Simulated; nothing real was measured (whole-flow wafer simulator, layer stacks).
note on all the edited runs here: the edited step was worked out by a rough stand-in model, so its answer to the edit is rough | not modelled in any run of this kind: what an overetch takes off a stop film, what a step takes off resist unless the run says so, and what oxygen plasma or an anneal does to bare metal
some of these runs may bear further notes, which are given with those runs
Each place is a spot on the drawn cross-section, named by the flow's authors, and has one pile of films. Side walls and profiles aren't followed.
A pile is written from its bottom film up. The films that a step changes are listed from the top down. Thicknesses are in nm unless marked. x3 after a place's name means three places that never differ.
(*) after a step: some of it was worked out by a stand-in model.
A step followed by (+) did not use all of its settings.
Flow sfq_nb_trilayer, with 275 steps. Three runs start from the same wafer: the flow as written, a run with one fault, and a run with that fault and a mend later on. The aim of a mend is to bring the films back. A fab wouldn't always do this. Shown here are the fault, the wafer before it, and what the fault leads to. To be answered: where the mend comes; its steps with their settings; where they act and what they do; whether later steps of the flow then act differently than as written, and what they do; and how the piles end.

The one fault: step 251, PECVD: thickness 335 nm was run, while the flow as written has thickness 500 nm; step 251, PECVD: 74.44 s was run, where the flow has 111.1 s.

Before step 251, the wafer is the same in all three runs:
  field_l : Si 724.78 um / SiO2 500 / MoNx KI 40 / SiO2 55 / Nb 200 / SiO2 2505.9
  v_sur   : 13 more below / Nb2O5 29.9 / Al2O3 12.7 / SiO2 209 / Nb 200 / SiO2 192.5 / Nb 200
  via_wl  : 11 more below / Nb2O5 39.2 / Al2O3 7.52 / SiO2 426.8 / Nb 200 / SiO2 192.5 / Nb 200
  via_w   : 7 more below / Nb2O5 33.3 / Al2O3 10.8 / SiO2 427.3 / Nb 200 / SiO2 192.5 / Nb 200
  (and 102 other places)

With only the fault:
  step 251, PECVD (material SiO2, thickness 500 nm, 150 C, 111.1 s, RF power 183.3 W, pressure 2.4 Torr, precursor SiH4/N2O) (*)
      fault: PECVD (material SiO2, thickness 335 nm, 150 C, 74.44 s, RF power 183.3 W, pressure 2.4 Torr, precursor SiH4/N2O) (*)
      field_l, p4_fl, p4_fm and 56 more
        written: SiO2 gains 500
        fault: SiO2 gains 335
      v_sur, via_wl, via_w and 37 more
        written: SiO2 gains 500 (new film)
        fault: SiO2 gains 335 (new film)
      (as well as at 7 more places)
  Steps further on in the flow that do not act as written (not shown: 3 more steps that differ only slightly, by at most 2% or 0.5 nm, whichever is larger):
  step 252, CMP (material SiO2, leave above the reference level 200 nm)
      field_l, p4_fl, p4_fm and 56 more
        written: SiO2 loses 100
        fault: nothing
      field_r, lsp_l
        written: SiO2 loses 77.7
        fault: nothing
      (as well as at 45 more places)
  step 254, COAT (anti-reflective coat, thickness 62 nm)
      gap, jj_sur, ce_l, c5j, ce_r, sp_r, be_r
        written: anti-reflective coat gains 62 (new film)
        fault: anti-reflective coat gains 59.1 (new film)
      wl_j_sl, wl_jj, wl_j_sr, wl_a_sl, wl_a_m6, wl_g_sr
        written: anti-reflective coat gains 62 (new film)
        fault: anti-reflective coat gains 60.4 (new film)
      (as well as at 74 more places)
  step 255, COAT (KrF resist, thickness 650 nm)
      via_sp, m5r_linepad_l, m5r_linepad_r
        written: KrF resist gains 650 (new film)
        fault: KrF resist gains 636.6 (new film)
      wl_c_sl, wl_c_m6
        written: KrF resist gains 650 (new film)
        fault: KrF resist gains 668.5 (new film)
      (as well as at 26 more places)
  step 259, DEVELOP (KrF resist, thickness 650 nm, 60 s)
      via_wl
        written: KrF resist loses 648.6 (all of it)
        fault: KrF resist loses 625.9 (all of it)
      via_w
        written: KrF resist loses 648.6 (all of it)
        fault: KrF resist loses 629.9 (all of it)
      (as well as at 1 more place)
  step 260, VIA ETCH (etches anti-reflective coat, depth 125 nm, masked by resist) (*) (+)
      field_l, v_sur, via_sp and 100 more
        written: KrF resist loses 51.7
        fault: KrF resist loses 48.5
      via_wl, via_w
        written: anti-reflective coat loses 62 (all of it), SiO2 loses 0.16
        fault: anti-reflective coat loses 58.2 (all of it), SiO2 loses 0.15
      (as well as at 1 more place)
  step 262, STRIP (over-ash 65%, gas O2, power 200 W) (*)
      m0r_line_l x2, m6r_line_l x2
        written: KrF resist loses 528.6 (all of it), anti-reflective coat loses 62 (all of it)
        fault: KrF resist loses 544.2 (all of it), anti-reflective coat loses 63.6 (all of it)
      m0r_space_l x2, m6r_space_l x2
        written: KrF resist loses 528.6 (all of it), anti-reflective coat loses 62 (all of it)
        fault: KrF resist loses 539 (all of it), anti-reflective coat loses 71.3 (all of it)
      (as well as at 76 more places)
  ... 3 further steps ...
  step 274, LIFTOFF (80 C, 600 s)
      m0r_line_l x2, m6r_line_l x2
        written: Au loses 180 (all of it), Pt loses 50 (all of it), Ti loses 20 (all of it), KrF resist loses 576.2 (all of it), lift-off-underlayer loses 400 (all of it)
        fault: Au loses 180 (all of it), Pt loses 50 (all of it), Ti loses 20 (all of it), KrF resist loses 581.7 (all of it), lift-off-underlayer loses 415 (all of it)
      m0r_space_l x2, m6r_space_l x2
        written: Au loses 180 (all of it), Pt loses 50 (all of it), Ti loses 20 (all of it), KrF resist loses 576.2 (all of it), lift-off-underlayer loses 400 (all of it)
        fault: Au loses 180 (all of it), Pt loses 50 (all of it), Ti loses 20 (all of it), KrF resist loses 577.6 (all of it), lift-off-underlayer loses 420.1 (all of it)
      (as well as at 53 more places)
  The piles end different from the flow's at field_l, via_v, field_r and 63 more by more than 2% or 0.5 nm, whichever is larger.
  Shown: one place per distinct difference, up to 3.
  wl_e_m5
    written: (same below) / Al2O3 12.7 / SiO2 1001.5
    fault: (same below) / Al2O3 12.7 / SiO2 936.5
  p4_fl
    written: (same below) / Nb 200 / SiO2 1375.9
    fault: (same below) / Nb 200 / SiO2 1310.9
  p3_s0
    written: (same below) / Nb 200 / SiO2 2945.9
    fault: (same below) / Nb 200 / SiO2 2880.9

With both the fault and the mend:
  After step 251 comes the mend.
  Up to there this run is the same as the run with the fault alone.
  step 251a, PECVD (material SiO2, thickness 165 nm, 150 C, 36.67 s, RF power 183.3 W, pressure 2.4 Torr, precursor SiH4/N2O) (*) (the flow's step 251, run once more with other settings)
      field_l, v_sur, via_wl and 98 more
        SiO2 gains 165
      field_r, lsp_l
        SiO2 gains 158.5
      l0_sur, l0v
        SiO2 gains 161.3
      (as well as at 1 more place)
  Steps further on in the flow that do not act as written:
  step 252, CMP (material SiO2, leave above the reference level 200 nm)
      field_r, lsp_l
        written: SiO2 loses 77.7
        mend: SiO2 loses 79.8
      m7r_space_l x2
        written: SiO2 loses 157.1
        mend: SiO2 loses 100
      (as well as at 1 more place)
  The piles end the same as the flow's at every place that both follow.
